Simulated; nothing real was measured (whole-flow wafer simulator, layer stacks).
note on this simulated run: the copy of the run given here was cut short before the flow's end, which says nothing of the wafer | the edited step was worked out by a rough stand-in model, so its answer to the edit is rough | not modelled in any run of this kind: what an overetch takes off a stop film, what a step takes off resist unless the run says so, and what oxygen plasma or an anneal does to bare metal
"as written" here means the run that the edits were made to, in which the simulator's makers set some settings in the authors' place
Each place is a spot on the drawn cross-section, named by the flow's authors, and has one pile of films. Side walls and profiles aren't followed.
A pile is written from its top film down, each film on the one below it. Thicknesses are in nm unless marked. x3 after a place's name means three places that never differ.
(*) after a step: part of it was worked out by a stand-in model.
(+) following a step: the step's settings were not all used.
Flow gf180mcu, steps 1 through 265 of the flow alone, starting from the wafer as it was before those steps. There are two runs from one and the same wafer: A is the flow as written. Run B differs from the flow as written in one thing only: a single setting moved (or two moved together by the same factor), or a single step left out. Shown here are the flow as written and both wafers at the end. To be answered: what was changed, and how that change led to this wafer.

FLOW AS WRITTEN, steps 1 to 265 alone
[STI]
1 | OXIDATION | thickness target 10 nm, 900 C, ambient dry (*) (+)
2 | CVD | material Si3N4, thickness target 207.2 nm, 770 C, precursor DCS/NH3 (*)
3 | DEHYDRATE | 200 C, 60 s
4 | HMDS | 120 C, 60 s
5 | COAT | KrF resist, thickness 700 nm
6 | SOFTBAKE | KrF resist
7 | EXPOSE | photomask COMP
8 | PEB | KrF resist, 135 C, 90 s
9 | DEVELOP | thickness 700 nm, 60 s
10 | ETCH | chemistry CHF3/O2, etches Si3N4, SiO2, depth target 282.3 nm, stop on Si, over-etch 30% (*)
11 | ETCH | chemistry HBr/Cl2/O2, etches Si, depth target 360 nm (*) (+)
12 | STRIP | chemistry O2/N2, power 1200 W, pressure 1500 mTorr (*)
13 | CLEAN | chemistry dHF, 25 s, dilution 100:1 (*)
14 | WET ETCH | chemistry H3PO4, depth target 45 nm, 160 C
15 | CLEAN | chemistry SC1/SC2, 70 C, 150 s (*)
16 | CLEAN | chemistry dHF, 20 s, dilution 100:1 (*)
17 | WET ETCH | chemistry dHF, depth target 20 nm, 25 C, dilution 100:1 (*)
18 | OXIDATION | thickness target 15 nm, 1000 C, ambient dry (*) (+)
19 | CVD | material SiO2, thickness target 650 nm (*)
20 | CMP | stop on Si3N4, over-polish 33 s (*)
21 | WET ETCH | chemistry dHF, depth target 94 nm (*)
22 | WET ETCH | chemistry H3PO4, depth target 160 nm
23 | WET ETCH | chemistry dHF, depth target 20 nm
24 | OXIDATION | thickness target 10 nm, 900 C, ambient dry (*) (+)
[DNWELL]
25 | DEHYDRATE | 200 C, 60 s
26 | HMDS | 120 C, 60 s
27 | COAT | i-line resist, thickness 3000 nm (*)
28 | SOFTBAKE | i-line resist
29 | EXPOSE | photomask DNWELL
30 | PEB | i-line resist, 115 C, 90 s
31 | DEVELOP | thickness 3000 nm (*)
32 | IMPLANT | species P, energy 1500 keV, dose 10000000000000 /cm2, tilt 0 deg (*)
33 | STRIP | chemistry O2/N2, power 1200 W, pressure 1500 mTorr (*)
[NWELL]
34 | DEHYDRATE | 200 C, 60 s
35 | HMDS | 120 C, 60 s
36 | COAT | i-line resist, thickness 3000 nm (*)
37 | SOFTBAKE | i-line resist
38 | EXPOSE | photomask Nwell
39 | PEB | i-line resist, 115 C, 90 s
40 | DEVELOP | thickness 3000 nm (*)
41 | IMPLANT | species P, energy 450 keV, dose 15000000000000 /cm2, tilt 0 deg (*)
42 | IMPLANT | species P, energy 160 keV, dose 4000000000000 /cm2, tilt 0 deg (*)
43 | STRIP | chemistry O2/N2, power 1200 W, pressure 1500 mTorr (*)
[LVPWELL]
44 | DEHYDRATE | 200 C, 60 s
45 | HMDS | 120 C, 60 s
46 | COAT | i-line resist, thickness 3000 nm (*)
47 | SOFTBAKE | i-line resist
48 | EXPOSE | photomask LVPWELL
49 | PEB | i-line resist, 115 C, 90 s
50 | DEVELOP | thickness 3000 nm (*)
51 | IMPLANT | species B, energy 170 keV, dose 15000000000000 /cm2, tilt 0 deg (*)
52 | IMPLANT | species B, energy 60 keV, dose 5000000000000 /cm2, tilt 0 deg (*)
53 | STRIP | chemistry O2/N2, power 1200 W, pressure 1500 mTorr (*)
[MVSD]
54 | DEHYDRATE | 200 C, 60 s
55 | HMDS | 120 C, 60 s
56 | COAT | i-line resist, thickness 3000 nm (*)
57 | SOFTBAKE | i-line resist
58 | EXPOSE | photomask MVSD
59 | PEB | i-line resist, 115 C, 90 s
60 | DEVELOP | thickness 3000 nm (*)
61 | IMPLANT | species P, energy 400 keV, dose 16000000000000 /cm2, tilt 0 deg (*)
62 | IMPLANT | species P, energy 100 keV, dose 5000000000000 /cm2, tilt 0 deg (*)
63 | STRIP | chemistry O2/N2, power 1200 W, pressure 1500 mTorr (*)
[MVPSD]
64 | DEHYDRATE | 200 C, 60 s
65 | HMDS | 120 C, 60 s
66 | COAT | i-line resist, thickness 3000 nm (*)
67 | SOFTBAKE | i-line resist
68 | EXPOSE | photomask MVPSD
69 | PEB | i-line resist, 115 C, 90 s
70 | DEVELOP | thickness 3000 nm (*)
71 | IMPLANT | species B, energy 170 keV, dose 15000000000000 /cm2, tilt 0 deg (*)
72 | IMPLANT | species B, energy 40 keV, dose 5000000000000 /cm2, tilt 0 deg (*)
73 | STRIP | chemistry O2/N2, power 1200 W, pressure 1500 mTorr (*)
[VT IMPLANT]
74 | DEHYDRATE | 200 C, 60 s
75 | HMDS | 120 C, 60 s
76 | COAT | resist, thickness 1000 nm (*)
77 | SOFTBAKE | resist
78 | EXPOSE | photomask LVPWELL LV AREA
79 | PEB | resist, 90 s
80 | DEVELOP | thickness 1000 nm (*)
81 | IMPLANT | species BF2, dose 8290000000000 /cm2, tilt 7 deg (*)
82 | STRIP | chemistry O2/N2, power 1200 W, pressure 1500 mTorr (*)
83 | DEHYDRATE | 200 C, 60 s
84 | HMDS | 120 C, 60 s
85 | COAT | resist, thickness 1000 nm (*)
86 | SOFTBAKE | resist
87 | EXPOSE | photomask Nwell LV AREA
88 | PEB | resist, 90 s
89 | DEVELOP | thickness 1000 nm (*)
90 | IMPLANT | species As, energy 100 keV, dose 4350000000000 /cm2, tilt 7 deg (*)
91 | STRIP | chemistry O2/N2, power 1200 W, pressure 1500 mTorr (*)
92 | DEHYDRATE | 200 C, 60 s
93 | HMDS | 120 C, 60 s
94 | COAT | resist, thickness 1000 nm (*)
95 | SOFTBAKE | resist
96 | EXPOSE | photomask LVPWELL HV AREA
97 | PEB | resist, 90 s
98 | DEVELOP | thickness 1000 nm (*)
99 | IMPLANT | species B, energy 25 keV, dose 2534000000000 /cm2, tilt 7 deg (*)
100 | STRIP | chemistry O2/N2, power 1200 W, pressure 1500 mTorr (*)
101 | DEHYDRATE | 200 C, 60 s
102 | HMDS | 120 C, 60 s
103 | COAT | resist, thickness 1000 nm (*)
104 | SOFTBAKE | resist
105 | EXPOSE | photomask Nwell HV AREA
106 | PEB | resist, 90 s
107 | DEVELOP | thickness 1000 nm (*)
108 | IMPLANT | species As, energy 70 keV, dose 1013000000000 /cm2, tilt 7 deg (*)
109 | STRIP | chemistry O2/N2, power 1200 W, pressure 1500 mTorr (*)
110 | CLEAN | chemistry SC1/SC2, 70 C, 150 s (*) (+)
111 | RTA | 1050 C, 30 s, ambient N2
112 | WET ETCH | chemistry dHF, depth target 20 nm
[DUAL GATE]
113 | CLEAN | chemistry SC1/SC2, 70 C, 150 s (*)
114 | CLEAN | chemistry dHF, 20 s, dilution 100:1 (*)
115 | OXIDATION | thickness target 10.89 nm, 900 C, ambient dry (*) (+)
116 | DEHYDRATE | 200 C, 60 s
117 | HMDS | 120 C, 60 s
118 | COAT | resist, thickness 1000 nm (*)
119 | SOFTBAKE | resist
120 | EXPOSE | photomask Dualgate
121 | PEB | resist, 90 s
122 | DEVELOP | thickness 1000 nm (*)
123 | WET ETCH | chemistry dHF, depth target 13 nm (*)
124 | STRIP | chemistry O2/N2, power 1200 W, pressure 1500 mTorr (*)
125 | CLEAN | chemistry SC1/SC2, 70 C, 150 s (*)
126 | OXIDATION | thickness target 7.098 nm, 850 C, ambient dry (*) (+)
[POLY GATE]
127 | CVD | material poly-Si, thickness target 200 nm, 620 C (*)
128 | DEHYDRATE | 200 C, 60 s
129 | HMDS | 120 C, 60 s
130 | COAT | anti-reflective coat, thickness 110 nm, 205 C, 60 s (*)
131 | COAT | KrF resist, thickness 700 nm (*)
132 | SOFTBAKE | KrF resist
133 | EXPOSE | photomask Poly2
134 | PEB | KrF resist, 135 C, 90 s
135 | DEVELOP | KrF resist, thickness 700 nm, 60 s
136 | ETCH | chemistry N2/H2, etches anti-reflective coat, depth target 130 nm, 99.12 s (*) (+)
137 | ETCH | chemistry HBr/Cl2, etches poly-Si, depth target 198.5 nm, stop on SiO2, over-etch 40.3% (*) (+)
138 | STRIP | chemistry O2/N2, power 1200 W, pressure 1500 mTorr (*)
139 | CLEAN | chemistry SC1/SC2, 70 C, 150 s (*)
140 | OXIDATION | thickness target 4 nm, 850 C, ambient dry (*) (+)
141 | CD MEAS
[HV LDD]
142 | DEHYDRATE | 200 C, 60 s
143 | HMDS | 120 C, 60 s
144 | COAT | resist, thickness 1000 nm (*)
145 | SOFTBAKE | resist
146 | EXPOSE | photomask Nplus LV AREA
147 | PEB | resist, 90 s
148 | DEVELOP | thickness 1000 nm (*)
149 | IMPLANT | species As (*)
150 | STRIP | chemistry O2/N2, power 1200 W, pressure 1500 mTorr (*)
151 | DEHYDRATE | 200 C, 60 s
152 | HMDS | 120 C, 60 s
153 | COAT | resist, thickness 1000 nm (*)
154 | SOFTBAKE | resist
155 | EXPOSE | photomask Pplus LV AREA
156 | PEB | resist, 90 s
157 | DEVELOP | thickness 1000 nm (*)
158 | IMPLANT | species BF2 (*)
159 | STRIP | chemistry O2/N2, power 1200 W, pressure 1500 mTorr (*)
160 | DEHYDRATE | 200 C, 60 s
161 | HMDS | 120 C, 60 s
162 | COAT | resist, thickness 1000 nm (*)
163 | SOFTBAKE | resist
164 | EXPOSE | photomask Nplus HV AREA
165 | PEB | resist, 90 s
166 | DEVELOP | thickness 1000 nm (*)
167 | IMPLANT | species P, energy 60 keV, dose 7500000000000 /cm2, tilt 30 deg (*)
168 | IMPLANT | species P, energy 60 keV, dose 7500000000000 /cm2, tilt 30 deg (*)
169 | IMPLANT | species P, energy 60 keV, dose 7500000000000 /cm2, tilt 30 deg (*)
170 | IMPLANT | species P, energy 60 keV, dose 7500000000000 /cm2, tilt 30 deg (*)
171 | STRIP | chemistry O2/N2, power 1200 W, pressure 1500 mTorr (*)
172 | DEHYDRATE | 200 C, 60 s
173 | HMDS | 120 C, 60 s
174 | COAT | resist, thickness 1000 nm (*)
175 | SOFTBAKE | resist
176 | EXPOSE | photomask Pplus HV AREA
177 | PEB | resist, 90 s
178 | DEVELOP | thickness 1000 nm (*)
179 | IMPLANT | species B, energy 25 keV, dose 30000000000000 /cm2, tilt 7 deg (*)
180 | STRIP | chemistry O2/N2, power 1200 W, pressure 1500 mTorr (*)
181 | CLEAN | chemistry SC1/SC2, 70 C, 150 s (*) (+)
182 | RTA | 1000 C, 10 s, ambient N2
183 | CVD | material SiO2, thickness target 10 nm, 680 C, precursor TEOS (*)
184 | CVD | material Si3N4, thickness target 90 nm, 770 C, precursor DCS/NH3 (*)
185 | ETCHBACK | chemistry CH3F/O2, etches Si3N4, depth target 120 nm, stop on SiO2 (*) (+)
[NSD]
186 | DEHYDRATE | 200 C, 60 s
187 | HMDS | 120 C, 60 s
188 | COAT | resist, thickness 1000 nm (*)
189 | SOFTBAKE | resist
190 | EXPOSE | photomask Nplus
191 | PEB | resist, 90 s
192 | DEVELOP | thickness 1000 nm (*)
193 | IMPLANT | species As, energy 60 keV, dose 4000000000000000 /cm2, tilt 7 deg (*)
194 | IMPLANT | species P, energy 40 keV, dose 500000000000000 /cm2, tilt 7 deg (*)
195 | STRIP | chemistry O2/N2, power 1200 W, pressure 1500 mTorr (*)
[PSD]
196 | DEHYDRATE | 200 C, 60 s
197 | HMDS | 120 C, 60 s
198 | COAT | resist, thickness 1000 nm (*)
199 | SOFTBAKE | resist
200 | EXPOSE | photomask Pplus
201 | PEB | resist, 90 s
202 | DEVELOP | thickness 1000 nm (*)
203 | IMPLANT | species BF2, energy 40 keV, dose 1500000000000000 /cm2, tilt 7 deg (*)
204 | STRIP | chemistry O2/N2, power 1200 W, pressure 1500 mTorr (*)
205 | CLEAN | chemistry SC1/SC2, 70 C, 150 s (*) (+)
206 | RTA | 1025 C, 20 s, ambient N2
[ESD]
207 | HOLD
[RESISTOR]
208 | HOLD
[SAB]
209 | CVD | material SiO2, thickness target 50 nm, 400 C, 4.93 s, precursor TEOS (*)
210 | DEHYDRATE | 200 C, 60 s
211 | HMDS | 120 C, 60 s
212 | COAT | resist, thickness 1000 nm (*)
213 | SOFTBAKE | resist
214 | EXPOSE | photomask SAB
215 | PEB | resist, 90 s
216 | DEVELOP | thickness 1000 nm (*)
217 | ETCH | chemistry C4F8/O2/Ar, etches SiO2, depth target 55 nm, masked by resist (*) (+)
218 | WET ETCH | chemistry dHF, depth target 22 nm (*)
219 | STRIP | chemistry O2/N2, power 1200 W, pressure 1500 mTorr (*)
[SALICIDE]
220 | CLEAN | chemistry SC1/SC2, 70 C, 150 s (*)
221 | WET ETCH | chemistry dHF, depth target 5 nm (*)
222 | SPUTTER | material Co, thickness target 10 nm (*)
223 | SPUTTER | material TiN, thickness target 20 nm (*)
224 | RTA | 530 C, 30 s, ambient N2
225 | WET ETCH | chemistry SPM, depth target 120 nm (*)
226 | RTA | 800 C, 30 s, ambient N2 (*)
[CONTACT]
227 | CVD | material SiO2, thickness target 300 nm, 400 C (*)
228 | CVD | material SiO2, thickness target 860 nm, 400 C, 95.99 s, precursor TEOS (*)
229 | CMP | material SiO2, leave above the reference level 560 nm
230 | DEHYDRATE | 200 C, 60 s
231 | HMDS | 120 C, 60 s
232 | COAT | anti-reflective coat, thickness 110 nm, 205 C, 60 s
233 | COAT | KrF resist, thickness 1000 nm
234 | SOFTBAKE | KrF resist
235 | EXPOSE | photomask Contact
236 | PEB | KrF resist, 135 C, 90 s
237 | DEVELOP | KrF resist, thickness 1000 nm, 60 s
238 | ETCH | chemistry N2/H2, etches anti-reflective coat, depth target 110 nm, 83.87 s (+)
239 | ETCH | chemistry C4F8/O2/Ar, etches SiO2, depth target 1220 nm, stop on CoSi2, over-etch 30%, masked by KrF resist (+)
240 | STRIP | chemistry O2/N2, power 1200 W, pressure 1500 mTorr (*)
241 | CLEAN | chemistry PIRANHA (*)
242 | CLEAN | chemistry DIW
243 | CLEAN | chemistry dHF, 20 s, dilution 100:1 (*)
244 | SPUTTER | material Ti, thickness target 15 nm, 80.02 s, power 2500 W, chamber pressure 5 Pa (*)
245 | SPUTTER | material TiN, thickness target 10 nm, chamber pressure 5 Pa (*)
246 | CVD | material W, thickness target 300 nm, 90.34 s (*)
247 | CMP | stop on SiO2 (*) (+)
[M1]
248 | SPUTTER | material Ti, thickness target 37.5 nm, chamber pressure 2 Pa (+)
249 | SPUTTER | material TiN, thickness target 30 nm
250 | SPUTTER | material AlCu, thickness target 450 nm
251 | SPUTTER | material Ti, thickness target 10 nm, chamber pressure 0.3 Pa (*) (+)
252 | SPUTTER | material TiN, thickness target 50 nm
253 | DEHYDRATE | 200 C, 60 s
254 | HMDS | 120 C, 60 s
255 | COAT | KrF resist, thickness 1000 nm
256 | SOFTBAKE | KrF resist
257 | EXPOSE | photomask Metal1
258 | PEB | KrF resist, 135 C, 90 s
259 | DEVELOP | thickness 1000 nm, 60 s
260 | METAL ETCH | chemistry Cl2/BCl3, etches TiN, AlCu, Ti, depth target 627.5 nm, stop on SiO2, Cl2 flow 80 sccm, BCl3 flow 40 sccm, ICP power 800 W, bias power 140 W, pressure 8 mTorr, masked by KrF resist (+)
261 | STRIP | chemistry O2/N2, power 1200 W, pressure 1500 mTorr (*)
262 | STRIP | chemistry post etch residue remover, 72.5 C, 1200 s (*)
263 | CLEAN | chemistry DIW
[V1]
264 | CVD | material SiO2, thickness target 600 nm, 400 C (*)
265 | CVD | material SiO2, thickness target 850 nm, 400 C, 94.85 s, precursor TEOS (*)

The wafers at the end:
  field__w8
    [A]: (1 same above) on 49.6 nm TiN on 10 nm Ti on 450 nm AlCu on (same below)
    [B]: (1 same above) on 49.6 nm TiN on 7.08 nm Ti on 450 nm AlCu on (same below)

What caused this: step 251, SPUTTER: thickness target 7.08 nm was run, while the flow as written has thickness target 10 nm.
The wafer lets one read it off: field__w8 has Ti 7.08, and step 251 as written asks for 10 nm.

How this came from the change, step by step:
  251 | SPUTTER | material Ti, thickness target 10 nm, chamber pressure 0.3 Pa (*) (+)
      field, field__w1, field__w2 and 108 more: A +10 Ti (new film) | B +7.08 Ti (new film)
  260 | METAL ETCH | chemistry Cl2/BCl3, etches TiN, AlCu, Ti, depth target 627.5 nm, stop on SiO2, Cl2 flow 80 sccm, BCl3 flow 40 sccm, ICP power 800 W, bias power 140 W, pressure 8 mTorr, masked by KrF resist (+)
      field, field__w1, field__w2 and 99 more: A -50 TiN (all of it), -10 Ti (all of it), -450 AlCu (all of it), -30 TiN (all of it), -37.5 Ti (all of it) | B -50 TiN (all of it), -7.08 Ti (all of it), -450 AlCu (all of it), -30 TiN (all of it), -37.5 Ti (all of it)
